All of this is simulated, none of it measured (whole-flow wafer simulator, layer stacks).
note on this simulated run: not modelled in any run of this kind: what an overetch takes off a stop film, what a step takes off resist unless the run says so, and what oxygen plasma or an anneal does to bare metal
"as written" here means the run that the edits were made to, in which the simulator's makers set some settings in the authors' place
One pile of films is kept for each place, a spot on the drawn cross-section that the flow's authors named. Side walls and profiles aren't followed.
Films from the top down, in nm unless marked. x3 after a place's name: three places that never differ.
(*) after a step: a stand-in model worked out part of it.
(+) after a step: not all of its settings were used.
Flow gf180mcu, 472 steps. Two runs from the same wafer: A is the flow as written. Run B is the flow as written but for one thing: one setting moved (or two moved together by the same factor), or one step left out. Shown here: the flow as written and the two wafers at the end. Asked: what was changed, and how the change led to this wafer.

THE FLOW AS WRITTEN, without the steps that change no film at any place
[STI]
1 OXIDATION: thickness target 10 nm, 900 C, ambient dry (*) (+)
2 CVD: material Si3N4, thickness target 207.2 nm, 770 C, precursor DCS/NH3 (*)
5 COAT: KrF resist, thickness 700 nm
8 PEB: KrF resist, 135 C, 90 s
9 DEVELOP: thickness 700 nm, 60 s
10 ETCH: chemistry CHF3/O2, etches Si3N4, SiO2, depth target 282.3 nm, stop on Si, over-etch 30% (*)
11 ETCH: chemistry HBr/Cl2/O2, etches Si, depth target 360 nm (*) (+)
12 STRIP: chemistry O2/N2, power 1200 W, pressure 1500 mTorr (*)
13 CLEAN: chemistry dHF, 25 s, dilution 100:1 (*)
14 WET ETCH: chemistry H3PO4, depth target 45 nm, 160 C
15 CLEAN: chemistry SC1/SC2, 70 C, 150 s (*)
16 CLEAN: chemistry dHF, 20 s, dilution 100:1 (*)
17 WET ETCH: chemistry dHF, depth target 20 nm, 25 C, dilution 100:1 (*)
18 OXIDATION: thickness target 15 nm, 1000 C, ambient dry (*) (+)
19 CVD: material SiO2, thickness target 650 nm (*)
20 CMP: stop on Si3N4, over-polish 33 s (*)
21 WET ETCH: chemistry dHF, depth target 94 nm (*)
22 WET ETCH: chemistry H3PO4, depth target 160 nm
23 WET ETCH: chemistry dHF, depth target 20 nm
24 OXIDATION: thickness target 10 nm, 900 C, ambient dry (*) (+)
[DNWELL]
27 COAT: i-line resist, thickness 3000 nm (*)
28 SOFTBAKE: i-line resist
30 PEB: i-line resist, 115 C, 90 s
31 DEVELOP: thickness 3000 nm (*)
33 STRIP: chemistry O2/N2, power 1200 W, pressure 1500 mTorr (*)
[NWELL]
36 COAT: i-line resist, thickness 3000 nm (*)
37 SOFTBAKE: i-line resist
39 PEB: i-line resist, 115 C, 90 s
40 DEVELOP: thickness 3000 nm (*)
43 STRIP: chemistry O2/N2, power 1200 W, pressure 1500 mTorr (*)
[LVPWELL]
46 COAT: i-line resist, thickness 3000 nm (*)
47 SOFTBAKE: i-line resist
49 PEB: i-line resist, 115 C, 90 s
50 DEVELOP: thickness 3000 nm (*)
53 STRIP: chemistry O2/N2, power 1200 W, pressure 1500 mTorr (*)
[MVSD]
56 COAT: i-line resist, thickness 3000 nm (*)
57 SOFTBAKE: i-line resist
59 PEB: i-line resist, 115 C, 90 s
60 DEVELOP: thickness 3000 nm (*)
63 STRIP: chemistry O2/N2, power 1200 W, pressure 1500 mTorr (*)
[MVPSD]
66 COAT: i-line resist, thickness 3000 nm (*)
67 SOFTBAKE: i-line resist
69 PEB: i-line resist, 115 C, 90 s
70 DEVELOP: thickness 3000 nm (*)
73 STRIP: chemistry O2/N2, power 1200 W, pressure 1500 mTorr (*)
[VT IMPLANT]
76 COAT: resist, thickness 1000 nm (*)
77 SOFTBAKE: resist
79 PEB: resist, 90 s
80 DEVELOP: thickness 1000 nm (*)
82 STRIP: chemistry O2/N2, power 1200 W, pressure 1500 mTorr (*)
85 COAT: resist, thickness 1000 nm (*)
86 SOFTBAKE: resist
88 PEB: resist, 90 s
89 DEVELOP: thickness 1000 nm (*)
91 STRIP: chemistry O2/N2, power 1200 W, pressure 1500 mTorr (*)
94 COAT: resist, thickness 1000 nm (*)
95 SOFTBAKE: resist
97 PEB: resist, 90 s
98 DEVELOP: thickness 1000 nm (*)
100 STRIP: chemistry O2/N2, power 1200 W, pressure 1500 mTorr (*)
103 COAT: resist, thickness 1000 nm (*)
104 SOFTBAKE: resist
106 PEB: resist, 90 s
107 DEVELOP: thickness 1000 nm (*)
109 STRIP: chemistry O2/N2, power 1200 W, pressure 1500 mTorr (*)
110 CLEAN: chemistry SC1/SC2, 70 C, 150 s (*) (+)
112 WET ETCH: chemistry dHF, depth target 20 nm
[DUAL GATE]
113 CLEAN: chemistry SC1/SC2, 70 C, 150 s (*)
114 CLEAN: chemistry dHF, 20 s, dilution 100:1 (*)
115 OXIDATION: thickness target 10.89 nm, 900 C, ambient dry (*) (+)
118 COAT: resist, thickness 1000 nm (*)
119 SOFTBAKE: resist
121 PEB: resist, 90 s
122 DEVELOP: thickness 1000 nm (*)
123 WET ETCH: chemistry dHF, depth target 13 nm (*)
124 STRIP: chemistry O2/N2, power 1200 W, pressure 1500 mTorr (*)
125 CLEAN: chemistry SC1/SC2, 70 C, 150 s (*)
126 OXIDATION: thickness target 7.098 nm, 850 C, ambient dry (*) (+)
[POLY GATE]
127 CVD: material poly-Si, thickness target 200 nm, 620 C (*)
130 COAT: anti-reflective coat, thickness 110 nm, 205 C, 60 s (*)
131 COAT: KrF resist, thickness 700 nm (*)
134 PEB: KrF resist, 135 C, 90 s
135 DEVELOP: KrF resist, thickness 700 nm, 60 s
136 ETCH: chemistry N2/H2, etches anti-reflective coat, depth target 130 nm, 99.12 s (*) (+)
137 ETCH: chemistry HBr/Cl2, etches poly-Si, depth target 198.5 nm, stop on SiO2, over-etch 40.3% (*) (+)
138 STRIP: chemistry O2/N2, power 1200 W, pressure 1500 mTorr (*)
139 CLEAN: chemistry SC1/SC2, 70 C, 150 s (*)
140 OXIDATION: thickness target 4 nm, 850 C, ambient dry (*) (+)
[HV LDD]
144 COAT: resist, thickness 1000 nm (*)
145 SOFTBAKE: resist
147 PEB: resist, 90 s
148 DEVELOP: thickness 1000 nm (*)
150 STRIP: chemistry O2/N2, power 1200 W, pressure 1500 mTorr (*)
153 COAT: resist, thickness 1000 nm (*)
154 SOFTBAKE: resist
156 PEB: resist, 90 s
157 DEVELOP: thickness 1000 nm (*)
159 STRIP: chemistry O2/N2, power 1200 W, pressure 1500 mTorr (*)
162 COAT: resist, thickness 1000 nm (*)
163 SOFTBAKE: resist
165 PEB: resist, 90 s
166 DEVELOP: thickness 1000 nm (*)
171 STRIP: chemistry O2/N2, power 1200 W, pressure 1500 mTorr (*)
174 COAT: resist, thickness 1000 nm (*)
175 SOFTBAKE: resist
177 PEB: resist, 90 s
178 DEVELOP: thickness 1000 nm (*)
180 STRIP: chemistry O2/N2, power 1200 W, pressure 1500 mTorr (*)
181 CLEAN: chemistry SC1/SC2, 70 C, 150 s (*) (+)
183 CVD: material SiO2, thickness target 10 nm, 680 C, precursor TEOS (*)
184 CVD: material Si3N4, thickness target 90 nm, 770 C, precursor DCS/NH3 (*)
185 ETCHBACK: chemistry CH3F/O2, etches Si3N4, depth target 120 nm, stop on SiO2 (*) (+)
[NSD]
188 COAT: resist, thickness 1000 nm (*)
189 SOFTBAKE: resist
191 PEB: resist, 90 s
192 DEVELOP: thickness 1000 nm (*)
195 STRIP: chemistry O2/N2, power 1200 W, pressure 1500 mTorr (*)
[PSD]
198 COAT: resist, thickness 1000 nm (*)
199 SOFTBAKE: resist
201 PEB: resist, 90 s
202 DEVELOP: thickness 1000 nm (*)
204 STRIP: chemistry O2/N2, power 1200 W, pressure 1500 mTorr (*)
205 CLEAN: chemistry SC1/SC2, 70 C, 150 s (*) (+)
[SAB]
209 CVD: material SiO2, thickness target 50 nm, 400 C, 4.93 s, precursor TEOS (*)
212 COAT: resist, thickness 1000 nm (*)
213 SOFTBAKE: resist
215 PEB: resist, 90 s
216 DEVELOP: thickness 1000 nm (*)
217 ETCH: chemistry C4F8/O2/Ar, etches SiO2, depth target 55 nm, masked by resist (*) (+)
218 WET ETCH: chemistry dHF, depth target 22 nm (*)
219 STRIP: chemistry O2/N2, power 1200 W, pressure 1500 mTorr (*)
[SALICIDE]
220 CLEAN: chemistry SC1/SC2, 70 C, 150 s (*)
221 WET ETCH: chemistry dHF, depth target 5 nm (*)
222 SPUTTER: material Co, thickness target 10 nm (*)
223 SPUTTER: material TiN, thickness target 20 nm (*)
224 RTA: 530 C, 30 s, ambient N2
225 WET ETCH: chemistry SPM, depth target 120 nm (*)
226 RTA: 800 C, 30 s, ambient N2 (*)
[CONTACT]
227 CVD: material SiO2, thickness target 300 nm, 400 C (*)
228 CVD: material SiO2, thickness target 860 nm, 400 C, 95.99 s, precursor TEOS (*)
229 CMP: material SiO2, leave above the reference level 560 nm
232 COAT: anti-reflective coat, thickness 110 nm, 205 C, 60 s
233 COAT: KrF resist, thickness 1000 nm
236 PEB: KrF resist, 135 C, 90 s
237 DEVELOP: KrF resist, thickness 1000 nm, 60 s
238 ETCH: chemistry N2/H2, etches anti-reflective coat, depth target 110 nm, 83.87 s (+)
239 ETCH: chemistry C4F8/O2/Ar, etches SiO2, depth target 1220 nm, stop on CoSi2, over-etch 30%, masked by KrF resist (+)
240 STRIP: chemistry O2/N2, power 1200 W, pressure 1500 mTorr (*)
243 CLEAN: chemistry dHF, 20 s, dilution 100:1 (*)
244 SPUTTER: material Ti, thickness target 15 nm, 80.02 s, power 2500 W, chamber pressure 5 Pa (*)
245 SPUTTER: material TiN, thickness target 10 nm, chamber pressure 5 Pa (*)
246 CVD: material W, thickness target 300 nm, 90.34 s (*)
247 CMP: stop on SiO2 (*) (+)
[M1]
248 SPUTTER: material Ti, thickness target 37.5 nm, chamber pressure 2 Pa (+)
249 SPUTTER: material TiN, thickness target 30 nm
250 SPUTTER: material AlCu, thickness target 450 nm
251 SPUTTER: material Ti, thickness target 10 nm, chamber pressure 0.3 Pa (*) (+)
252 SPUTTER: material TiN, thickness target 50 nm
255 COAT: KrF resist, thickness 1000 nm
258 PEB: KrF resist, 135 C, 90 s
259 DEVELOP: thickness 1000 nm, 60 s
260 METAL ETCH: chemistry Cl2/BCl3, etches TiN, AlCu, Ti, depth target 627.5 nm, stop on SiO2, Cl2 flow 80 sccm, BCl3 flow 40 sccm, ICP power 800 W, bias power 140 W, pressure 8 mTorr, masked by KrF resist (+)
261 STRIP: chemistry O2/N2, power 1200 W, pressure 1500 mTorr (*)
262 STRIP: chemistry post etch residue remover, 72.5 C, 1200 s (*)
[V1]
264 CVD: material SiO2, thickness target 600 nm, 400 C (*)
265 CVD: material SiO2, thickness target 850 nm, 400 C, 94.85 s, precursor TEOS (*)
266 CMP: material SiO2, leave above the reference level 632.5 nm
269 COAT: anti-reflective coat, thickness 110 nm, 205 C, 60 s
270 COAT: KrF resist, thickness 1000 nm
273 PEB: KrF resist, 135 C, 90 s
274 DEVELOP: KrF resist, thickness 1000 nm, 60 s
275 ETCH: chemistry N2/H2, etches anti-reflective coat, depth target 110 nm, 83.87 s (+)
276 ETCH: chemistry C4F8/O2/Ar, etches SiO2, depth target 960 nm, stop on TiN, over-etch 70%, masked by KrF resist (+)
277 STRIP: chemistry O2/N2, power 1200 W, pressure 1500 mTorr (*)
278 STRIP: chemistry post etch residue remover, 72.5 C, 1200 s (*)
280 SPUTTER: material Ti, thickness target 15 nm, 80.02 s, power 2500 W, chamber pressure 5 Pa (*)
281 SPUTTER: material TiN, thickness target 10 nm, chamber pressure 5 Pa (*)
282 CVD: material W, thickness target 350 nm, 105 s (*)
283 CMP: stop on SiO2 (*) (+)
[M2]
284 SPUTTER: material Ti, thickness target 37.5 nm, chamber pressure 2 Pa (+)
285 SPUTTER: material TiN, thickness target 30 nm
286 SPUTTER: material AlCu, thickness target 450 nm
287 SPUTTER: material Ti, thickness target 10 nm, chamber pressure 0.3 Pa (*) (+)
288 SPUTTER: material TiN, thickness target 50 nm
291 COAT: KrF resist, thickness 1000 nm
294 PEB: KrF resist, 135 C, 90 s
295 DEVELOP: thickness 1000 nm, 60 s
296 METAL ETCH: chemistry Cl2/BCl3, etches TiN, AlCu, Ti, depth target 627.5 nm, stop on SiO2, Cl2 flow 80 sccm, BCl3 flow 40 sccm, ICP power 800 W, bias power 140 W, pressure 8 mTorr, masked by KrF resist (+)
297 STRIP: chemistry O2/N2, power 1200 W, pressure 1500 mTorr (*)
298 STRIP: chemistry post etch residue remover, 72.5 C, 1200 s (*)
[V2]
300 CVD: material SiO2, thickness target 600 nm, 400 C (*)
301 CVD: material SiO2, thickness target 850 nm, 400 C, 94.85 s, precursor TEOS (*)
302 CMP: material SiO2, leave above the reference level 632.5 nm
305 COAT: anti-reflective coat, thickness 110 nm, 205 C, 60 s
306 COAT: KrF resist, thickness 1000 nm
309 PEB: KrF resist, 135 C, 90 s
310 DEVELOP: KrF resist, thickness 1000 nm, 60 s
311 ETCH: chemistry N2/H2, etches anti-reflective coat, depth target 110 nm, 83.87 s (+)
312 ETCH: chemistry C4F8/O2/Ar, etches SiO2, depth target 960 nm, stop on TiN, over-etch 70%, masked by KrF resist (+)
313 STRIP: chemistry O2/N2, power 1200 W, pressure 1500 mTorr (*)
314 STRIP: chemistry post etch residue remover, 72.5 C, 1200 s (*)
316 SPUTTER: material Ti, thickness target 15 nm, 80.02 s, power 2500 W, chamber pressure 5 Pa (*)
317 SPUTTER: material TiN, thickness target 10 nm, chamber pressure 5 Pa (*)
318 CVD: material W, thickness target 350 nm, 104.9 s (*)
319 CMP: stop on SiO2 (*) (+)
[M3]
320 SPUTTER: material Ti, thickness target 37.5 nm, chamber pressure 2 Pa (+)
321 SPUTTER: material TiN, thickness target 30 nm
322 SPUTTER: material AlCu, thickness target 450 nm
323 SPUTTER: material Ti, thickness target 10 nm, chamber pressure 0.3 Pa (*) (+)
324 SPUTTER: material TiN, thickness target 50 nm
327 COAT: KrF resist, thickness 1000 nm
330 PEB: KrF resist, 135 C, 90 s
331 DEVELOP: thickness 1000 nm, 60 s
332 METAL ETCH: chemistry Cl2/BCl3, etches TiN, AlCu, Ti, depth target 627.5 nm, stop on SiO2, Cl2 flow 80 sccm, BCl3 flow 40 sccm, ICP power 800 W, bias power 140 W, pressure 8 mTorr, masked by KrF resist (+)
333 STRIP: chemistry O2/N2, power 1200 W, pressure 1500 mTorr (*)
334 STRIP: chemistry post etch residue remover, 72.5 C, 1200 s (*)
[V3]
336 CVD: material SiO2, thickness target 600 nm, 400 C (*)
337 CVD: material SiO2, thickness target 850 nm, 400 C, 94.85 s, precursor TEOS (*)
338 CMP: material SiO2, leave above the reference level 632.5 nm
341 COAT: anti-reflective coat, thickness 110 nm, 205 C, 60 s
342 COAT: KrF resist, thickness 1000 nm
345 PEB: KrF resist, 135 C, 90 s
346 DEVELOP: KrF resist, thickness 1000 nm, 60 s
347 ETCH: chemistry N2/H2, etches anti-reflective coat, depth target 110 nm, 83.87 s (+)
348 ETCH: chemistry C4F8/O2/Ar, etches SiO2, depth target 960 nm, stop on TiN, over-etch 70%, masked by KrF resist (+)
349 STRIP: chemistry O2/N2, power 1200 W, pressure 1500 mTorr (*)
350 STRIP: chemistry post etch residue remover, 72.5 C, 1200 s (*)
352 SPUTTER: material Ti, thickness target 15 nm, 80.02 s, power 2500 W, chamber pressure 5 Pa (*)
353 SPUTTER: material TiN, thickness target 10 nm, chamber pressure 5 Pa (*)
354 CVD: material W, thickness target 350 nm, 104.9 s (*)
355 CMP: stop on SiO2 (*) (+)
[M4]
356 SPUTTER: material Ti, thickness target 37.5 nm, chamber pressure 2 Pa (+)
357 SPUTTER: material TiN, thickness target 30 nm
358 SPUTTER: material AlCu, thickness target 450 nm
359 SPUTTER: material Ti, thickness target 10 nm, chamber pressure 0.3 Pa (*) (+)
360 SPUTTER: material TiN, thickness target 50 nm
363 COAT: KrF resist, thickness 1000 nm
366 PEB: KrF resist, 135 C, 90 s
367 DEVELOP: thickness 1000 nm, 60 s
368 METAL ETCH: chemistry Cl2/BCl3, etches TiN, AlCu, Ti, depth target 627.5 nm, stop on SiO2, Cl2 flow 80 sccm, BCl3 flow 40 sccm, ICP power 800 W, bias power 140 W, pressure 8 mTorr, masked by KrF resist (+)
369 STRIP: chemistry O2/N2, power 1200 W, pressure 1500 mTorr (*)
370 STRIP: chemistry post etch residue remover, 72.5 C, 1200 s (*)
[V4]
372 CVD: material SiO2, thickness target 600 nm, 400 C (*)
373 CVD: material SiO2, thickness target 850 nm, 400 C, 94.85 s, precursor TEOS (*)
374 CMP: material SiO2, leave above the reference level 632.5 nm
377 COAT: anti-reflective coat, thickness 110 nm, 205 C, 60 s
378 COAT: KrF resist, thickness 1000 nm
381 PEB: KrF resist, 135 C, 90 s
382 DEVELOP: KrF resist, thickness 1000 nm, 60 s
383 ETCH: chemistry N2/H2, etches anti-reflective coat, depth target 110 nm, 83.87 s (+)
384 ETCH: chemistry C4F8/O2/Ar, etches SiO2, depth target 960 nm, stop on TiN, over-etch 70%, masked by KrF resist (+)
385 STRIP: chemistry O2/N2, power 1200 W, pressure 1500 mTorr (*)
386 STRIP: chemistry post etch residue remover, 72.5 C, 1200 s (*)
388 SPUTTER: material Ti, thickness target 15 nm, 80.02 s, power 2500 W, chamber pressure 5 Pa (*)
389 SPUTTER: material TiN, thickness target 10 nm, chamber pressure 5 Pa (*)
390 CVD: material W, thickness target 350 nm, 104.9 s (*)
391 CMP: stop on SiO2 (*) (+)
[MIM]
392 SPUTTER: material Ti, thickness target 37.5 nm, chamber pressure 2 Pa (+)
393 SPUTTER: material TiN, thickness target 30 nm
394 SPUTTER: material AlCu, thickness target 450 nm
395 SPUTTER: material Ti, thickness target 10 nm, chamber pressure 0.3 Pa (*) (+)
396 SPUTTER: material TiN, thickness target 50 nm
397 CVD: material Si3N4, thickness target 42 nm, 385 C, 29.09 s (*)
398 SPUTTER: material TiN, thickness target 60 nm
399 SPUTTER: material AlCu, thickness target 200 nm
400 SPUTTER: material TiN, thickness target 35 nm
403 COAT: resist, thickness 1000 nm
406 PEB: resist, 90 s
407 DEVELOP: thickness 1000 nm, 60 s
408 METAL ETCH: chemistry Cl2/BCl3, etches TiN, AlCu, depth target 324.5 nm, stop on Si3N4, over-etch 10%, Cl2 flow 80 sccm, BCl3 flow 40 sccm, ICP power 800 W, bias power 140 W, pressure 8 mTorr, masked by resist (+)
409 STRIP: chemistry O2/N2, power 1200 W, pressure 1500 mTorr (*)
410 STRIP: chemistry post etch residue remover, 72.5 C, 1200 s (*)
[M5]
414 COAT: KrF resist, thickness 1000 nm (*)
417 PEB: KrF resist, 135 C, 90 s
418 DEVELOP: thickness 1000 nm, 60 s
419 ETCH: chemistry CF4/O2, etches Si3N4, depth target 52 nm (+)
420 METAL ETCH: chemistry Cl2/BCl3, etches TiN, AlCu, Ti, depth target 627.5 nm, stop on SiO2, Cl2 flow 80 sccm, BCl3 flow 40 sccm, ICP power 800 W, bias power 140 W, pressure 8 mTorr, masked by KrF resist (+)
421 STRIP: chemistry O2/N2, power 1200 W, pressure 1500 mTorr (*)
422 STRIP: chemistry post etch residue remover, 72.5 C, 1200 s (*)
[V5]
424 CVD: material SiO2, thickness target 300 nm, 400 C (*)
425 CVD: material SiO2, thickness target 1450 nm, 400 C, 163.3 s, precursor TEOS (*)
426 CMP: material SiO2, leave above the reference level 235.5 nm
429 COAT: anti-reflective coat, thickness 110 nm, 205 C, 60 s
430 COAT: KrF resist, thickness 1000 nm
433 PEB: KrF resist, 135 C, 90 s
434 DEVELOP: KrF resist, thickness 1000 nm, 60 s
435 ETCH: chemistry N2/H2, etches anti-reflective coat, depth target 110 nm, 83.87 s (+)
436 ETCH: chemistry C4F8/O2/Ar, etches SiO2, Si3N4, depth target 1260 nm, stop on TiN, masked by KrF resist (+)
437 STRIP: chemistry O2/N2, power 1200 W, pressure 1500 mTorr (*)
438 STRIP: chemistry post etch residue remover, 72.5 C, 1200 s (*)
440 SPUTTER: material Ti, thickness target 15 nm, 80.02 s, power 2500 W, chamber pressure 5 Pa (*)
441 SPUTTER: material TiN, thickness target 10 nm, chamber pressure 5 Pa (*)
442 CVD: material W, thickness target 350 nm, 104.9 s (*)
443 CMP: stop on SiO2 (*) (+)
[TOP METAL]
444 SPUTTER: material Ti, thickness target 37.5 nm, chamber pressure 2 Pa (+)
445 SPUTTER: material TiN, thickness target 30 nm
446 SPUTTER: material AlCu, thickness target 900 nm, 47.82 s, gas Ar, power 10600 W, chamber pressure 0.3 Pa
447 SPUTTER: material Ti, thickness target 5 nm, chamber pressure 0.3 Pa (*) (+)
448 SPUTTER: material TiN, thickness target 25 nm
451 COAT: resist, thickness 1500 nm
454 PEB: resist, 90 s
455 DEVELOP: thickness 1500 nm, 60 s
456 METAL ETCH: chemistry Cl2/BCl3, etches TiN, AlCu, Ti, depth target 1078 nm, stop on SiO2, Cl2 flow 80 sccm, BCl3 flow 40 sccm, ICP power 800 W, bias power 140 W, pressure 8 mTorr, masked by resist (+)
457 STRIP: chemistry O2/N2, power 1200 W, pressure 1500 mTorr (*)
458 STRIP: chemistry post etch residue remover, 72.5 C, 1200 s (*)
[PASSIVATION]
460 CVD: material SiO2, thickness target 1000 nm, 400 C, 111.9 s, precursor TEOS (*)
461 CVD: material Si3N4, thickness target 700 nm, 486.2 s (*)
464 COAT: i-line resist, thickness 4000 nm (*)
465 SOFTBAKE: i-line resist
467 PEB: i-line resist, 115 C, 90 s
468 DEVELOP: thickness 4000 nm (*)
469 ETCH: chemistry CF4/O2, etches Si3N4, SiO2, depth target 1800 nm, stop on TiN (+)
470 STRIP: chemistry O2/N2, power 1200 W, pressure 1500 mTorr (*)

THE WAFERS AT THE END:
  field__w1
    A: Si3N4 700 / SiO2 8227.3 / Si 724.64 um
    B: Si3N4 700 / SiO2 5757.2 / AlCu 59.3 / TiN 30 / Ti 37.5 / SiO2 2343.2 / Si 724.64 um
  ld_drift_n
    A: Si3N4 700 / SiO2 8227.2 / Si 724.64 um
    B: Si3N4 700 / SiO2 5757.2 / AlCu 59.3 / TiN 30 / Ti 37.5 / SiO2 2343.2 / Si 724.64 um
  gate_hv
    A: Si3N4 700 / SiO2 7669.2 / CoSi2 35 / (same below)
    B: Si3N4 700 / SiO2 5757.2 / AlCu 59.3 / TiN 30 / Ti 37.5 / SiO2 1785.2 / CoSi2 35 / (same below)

The cause: step 296, METAL ETCH: depth target 445 nm was run, where the flow has depth target 627.5 nm.

How the change led to this, step by step:
  296 METAL ETCH: chemistry Cl2/BCl3, etches TiN, AlCu, Ti, depth target 627.5 nm, stop on SiO2, Cl2 flow 80 sccm, BCl3 flow 40 sccm, ICP power 800 W, bias power 140 W, pressure 8 mTorr, masked by KrF resist (+)
      field, field__w1, field__w2 and 103 more: A TiN -50 (all of it), Ti -10 (all of it), AlCu -450 (all of it), TiN -30 (all of it), Ti -37.5 (all of it) | B TiN -50 (all of it), Ti -10 (all of it), AlCu -385
      field__w8, contact, m1, m1__w1, m1_nw: A KrF resist -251 | B KrF resist -178
  297 STRIP: chemistry O2/N2, power 1200 W, pressure 1500 mTorr (*)
      field__w8, contact, m1, m1__w1, m1_nw: A KrF resist -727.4 (all of it) | B KrF resist -800.4 (all of it)
  298 STRIP: chemistry post etch residue remover, 72.5 C, 1200 s (*)
      field, field__w1, field__w2 and 103 more: A nothing | B AlCu -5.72
  300 CVD: material SiO2, thickness target 600 nm, 400 C (*)
      field, field__w1, field__w2 and 103 more: A SiO2 +600 | B SiO2 +600 (new film)
  302 CMP: material SiO2, leave above the reference level 632.5 nm
      field, field__w1, field__w2 and 103 more: A SiO2 -300 | B SiO2 -426.8
Counting metal films that touch as one body, field__w1 has 1 body; the flow as written gives 0 bodies.
Counting metal films that touch as one body, ld_drift_n has 1 body; the flow as written gives 0 bodies.
Counting metal films that touch as one body, gate_hv has 2 bodies (between them, from the top down: SiO2 1785.2); the flow as written gives 1 body.
